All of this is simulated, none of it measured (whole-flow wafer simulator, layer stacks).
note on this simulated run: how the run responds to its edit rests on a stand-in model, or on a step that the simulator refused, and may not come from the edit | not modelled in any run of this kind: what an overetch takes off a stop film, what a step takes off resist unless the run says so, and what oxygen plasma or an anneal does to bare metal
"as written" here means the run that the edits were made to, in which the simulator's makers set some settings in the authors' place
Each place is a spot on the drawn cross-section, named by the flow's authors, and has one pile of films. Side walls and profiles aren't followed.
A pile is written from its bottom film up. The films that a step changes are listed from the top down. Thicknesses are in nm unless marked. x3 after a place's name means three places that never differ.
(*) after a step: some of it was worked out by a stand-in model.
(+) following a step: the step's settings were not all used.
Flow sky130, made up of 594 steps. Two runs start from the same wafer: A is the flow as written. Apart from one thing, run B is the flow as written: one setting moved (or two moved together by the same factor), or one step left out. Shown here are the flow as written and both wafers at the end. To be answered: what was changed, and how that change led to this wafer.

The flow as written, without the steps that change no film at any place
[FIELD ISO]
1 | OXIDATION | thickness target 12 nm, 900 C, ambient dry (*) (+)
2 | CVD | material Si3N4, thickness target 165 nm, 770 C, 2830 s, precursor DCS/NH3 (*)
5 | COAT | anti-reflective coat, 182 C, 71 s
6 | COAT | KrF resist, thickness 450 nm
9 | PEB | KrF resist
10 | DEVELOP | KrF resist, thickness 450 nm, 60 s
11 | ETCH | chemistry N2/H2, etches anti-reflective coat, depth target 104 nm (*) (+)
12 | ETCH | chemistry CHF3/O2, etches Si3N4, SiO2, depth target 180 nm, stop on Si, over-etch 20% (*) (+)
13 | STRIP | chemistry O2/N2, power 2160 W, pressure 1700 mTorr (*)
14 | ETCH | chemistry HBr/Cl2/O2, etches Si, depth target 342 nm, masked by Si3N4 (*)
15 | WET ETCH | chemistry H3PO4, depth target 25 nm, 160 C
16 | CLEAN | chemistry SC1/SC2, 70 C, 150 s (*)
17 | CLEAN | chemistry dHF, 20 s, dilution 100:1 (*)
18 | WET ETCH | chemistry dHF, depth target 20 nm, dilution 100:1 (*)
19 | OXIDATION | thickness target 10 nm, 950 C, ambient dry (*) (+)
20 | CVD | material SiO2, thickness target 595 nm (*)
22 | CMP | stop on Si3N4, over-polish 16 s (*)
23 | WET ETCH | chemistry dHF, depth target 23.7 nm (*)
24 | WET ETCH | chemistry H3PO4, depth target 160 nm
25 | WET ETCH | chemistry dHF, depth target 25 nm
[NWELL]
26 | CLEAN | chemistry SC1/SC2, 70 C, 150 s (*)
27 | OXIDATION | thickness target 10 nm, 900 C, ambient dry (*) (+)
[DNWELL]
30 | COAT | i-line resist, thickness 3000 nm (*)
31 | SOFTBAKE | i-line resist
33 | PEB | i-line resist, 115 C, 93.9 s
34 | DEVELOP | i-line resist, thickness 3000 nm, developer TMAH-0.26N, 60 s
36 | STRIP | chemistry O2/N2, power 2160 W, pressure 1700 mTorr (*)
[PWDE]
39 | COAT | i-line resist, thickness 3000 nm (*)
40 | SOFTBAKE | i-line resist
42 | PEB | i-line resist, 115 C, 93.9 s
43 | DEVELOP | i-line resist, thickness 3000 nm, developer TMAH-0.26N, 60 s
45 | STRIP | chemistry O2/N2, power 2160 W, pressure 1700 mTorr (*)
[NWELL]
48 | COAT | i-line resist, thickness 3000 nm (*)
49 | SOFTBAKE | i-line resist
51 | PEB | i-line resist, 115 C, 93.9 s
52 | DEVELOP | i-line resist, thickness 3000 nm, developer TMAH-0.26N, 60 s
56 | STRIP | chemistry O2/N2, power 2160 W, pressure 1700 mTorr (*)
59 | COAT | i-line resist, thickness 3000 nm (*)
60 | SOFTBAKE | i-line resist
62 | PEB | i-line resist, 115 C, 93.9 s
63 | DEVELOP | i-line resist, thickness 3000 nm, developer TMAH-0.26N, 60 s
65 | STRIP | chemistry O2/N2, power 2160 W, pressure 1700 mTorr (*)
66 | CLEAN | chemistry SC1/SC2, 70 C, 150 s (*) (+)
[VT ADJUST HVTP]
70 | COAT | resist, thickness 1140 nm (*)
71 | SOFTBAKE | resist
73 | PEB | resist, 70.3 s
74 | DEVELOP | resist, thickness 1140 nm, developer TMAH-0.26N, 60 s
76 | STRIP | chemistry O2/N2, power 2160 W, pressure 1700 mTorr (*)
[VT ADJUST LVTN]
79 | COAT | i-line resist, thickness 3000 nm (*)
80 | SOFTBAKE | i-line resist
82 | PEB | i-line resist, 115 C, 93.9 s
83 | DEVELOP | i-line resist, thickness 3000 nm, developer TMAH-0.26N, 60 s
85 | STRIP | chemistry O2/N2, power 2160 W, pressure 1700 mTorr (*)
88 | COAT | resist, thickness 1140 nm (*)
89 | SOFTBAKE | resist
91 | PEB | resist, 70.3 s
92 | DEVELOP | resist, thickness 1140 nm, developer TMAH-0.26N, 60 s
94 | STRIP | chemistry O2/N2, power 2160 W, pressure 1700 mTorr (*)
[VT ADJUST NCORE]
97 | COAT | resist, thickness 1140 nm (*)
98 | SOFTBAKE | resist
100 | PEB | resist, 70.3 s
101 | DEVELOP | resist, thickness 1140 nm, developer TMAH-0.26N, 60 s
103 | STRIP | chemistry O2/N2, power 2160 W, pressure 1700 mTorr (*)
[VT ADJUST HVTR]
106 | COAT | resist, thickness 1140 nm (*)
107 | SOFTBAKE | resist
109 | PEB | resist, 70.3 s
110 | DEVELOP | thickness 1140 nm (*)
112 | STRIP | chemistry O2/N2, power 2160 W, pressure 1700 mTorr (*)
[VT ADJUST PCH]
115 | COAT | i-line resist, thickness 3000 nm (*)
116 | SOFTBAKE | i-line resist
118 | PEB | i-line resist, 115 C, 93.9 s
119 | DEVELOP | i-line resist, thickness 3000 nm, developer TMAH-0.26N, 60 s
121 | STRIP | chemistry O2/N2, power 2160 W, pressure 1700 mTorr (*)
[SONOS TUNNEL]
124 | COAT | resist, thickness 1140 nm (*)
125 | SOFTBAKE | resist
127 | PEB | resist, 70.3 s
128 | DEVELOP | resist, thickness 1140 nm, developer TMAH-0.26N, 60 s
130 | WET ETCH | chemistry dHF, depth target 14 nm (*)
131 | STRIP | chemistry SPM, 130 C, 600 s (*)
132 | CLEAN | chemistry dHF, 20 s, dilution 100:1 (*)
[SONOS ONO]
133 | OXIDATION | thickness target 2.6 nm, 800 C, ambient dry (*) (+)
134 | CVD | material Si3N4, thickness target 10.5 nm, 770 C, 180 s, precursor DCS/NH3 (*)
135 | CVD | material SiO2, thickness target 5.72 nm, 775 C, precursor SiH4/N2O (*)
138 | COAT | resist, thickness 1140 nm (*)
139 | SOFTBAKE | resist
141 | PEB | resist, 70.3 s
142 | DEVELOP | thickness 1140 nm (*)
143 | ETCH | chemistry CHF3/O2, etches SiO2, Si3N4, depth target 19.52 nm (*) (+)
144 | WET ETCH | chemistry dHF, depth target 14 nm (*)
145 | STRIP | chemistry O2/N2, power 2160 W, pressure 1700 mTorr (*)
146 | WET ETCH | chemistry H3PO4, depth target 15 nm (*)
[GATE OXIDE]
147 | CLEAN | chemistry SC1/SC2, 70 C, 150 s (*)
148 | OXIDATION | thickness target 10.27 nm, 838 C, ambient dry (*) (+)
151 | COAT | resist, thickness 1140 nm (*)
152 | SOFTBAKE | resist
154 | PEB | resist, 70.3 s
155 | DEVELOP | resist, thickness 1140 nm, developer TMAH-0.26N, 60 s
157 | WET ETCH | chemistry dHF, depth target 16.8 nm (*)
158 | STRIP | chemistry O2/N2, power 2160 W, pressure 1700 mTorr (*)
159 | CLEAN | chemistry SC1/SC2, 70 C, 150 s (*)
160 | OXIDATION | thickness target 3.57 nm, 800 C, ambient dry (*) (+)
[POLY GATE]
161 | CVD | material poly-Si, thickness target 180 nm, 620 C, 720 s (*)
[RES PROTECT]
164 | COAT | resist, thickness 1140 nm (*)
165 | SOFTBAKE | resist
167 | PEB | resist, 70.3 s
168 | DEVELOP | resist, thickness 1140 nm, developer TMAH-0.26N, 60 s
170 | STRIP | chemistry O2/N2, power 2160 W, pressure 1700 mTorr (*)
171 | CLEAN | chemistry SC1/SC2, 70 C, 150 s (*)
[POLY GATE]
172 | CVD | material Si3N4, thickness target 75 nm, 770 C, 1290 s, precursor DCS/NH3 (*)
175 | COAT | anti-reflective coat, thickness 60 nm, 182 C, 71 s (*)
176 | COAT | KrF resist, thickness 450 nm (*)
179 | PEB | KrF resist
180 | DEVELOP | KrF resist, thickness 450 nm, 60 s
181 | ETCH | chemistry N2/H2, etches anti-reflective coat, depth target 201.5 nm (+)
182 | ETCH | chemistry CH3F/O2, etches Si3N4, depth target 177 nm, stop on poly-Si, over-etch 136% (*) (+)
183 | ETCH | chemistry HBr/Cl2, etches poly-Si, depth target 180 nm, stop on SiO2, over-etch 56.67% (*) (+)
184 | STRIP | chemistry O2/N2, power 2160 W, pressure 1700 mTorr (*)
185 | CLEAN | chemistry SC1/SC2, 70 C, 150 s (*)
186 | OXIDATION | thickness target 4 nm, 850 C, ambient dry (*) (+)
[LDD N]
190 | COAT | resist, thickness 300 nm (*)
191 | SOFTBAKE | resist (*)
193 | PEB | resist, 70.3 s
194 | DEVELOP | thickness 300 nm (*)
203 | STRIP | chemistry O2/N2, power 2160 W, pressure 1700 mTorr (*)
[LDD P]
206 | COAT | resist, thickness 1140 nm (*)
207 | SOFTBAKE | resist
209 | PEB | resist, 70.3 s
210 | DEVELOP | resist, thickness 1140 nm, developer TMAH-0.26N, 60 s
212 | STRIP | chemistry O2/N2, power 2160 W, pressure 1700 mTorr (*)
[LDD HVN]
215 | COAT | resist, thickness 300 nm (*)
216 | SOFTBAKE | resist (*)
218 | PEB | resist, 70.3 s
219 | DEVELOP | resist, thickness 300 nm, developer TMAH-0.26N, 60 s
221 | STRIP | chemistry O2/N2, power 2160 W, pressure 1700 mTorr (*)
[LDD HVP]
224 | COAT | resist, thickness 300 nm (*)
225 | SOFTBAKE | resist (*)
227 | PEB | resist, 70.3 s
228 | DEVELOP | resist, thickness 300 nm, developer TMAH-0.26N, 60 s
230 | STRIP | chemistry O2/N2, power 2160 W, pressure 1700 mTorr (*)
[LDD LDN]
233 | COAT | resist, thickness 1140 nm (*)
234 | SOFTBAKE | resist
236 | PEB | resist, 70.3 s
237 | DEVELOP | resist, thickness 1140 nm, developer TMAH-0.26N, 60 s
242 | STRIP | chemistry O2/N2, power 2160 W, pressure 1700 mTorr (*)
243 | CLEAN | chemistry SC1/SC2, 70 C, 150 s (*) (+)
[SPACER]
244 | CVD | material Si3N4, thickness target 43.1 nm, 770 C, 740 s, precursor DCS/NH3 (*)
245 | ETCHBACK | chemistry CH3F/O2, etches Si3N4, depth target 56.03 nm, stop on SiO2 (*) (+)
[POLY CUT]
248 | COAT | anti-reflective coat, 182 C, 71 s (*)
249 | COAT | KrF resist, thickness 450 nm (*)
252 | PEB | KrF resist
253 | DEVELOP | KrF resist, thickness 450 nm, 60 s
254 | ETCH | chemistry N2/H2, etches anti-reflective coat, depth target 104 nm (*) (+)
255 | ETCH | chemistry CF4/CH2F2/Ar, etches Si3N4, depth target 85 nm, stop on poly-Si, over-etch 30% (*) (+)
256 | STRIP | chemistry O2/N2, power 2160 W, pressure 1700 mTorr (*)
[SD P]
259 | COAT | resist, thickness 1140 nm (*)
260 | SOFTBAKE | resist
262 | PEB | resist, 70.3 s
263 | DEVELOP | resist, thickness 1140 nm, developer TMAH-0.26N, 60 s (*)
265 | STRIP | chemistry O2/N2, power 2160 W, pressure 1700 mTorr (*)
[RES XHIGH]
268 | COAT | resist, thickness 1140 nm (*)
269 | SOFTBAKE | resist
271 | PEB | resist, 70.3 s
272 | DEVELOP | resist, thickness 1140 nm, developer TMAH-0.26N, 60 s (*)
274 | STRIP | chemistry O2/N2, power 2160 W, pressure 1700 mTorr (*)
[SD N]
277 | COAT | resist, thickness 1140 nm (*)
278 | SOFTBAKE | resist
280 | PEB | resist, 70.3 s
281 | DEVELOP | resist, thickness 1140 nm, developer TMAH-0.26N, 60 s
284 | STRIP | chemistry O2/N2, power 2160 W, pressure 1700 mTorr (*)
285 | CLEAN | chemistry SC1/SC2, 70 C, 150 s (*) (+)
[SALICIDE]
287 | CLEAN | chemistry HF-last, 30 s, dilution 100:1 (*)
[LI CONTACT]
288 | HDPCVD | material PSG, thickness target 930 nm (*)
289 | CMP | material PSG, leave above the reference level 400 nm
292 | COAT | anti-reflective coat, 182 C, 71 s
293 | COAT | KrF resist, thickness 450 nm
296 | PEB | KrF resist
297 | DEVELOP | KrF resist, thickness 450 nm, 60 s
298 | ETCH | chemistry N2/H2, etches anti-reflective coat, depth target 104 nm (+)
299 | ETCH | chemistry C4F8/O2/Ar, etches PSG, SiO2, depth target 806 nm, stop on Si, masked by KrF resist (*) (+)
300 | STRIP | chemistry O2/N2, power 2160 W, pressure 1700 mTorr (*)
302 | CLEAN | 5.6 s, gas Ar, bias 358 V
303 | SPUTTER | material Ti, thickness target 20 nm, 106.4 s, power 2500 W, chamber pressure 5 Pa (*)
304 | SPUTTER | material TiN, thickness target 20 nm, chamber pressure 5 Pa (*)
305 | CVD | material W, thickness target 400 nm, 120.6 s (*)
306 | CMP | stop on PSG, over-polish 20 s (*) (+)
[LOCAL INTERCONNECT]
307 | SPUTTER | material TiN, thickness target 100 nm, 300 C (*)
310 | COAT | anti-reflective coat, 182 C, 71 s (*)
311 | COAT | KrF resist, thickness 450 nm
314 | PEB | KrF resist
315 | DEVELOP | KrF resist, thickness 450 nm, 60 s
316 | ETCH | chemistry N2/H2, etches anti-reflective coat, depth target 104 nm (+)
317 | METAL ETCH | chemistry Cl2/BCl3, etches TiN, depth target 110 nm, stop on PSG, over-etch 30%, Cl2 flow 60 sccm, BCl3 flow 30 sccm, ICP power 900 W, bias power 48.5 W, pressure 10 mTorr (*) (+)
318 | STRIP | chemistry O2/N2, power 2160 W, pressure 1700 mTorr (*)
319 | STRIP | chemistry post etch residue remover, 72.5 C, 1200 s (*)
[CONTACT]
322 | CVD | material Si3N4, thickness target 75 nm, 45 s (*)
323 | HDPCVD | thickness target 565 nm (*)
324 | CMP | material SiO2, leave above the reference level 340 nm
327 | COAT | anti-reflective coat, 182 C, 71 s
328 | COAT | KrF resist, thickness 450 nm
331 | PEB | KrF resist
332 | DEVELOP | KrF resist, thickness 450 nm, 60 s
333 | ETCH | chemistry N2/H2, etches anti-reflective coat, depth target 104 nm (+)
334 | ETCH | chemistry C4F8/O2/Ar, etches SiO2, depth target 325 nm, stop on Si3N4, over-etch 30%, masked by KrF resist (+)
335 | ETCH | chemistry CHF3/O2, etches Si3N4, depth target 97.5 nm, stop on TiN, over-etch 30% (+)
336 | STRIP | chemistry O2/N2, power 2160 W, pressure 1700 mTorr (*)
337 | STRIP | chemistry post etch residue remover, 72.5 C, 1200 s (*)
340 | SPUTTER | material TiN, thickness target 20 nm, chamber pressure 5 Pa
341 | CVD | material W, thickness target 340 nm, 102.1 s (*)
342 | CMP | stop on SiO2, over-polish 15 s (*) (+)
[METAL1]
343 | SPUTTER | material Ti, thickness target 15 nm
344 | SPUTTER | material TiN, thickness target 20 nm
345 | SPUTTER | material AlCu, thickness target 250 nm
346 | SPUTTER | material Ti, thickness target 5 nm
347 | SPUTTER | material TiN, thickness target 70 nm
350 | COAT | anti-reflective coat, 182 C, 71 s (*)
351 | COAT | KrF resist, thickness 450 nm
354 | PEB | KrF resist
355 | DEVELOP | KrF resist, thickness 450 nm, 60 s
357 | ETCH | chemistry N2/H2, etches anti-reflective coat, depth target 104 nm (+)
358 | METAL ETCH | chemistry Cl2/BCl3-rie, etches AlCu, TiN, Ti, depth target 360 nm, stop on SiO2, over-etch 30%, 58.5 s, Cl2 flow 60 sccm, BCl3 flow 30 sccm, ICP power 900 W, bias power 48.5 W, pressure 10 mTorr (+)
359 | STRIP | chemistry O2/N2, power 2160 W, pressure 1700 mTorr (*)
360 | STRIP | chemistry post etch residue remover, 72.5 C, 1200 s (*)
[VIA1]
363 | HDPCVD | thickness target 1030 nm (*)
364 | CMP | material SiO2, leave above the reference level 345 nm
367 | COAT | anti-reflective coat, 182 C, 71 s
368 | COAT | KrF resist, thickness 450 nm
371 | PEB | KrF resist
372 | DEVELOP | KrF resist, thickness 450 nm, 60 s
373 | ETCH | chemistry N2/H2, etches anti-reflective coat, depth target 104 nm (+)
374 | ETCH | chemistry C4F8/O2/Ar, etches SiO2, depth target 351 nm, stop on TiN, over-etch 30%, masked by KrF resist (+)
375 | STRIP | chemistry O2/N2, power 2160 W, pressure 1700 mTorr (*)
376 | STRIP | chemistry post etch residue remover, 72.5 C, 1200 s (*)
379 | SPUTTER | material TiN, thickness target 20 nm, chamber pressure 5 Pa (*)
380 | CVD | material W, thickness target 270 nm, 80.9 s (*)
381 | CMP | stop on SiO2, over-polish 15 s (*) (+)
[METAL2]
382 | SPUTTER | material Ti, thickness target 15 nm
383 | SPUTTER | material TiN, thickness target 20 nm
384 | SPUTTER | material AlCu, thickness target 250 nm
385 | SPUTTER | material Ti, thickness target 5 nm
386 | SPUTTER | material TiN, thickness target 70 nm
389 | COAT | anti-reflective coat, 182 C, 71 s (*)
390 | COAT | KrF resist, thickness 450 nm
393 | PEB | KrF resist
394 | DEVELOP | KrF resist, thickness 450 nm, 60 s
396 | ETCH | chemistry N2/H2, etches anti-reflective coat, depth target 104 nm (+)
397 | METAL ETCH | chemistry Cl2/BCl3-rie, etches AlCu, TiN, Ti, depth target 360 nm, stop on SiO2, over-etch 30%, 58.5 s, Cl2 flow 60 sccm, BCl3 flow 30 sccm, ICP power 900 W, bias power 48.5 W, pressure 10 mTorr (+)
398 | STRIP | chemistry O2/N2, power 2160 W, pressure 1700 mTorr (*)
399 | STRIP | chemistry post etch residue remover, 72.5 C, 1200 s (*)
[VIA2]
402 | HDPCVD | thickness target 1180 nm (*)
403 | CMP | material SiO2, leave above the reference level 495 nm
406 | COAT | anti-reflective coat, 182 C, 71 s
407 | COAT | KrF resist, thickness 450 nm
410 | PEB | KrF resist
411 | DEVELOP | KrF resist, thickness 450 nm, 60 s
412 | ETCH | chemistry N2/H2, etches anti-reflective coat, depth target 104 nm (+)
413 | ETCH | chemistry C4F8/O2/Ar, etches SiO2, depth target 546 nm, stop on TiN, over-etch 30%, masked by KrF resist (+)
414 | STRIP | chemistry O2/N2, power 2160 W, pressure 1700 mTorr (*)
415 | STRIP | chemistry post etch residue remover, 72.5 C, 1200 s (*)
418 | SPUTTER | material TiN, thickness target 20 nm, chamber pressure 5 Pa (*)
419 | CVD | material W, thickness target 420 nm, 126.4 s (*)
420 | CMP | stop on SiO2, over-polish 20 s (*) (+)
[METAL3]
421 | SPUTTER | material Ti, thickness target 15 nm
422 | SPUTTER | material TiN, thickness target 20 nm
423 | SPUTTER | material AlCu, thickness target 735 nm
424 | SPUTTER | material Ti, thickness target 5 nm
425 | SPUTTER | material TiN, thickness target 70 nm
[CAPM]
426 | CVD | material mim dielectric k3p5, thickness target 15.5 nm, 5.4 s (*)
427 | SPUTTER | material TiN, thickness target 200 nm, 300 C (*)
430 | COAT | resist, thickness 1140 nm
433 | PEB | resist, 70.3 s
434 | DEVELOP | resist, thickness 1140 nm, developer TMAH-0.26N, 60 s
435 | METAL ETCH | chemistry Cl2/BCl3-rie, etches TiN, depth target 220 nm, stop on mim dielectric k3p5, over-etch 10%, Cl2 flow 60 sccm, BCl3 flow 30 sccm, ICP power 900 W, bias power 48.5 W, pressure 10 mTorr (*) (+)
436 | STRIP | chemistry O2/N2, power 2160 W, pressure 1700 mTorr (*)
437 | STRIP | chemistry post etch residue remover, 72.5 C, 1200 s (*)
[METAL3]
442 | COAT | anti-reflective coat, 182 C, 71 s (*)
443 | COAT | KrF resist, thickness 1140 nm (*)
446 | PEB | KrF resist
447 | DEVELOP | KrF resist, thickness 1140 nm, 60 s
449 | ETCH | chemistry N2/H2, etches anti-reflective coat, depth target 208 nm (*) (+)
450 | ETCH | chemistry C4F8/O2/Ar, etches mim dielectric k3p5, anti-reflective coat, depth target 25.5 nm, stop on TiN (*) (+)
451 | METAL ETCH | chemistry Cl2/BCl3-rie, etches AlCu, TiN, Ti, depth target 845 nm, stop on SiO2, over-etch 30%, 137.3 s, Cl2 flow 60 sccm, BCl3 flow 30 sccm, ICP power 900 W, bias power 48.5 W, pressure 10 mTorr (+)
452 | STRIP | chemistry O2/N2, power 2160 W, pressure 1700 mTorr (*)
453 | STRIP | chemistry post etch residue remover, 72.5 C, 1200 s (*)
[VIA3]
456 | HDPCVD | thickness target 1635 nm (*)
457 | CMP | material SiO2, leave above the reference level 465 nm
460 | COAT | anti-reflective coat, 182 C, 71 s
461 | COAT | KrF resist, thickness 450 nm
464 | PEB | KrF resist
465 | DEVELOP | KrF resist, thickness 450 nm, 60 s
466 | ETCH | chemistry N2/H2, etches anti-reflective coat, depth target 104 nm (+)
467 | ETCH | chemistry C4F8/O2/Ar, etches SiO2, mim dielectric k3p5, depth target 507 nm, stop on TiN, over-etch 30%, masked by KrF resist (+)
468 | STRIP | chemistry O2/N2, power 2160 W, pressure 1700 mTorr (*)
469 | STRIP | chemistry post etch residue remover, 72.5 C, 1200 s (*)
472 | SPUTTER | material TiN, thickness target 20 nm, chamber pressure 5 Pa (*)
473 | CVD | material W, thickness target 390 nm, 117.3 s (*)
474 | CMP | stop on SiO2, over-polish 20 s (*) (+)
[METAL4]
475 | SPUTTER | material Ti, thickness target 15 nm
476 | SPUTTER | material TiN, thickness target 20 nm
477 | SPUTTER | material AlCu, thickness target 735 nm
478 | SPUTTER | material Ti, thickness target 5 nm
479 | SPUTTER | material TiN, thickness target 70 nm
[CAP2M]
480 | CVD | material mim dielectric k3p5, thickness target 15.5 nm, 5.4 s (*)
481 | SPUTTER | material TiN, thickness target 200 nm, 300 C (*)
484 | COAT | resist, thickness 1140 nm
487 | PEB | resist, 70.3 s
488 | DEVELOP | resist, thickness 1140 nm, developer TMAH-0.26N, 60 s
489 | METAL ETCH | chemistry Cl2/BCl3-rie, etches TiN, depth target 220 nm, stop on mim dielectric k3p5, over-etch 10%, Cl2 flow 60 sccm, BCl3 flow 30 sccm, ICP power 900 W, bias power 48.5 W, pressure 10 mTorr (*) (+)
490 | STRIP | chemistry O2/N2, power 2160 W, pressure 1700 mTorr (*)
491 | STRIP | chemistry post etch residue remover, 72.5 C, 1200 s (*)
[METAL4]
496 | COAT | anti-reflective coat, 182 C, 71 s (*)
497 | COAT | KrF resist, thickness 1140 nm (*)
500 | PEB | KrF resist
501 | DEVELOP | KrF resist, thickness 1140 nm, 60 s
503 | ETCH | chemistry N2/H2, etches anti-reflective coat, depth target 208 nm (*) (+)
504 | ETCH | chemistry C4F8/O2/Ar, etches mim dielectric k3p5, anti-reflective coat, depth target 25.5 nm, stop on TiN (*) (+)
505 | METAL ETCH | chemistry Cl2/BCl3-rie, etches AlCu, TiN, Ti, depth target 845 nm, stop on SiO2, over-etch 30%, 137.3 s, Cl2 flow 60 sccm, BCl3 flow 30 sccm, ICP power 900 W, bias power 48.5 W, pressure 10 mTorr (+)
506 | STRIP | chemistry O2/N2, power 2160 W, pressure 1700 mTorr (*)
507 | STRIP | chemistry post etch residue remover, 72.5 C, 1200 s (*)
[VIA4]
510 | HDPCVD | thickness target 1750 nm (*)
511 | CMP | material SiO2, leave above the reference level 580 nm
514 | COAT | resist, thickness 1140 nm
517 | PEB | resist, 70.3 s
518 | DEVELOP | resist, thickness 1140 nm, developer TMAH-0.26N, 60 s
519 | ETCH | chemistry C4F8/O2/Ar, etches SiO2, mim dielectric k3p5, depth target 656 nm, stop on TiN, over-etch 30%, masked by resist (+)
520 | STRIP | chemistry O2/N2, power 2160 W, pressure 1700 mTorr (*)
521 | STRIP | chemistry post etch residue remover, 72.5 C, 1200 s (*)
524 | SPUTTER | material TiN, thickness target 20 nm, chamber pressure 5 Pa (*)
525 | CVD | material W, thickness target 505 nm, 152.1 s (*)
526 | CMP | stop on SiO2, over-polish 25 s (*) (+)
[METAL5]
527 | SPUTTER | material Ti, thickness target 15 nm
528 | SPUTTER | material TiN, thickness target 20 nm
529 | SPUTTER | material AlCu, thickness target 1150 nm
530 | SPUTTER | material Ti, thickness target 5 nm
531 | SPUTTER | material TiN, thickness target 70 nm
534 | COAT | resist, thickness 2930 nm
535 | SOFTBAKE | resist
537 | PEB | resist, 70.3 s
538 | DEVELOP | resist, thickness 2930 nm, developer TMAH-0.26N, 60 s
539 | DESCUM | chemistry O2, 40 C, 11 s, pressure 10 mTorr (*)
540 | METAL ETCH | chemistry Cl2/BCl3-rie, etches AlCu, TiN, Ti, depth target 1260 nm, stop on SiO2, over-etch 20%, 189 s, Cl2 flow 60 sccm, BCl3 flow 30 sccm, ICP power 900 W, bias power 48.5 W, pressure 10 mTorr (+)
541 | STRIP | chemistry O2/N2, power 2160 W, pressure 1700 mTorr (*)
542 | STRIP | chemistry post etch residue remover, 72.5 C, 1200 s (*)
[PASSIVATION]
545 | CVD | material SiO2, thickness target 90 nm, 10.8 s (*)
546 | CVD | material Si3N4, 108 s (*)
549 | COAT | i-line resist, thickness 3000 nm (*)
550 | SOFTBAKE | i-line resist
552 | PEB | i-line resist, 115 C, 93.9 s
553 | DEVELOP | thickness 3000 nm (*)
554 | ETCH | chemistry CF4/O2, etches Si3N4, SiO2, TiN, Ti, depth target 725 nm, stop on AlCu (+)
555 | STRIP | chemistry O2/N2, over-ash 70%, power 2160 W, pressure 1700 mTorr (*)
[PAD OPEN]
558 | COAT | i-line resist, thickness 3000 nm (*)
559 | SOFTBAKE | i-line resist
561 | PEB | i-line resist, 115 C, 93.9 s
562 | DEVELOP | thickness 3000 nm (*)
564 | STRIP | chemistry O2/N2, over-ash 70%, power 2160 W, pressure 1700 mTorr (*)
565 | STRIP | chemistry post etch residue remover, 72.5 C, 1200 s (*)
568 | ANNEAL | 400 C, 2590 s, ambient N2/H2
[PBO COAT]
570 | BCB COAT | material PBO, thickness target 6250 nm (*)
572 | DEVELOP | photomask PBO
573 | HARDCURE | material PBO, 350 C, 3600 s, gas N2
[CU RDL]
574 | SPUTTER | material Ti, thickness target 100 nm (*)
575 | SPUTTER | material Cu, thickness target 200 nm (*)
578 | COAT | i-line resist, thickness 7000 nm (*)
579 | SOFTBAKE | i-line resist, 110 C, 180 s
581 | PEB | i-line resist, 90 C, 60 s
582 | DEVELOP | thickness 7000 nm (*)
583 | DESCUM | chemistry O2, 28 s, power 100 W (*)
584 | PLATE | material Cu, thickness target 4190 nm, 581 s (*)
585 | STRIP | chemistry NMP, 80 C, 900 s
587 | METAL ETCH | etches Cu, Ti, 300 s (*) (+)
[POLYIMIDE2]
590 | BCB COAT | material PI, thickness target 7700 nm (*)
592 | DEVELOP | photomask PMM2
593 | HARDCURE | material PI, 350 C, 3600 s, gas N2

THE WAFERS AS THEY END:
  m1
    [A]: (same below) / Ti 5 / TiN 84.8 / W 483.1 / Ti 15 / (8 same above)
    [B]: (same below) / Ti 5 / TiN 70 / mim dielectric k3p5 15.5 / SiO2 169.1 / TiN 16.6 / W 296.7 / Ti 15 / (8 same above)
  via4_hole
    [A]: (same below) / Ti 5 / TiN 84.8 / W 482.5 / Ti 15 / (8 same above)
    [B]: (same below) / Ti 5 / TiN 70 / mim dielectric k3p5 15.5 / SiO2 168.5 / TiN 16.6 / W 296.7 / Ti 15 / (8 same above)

Cause: step 519, ETCH: depth target 321 nm was run, while the flow as written has depth target 656 nm.

Step by step, how the change led to this:
  519 | ETCH | chemistry C4F8/O2/Ar, etches SiO2, mim dielectric k3p5, depth target 656 nm, stop on TiN, over-etch 30%, masked by resist (+)
      m1: A -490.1 SiO2 (all of it), -15.5 mim dielectric k3p5 (all of it) | B -321 SiO2
      via4_hole: A -489.5 SiO2 (all of it), -15.5 mim dielectric k3p5 (all of it) | B -321 SiO2
      (as well as at 191 more places)
  520 | STRIP | chemistry O2/N2, power 2160 W, pressure 1700 mTorr (*)
      field, active, n_well and 188 more: A -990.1 resist (all of it) | B -1057.1 resist (all of it)
  524 | SPUTTER | material TiN, thickness target 20 nm, chamber pressure 5 Pa (*)
      m1, via4_hole: A +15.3 TiN | B +16.6 TiN (new film)
  525 | CVD | material W, thickness target 505 nm, 152.1 s (*)
      m1: A +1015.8 W (new film) | B +632.6 W (new film)
      via4_hole: A +1015.2 W (new film) | B +634.3 W (new film)
  526 | CMP | stop on SiO2, over-polish 25 s (*) (+)
      m1: A -532.7 W | B -335.9 W
      via4_hole: A -532.7 W | B -337.7 W
With metal films that touch counted as one body, m1 has 3 bodies (between them, from the top down: SiO2 169.1 / mim dielectric k3p5 15.5; SiO2 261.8 / Si3N4 75); the flow as written gives 2 bodies (between them, from the top down: SiO2 261.8 / Si3N4 75).
With metal films that touch counted as one body, via4_hole has 2 bodies (between them, from the top down: SiO2 168.5 / mim dielectric k3p5 15.5); the flow as written gives 1 body.
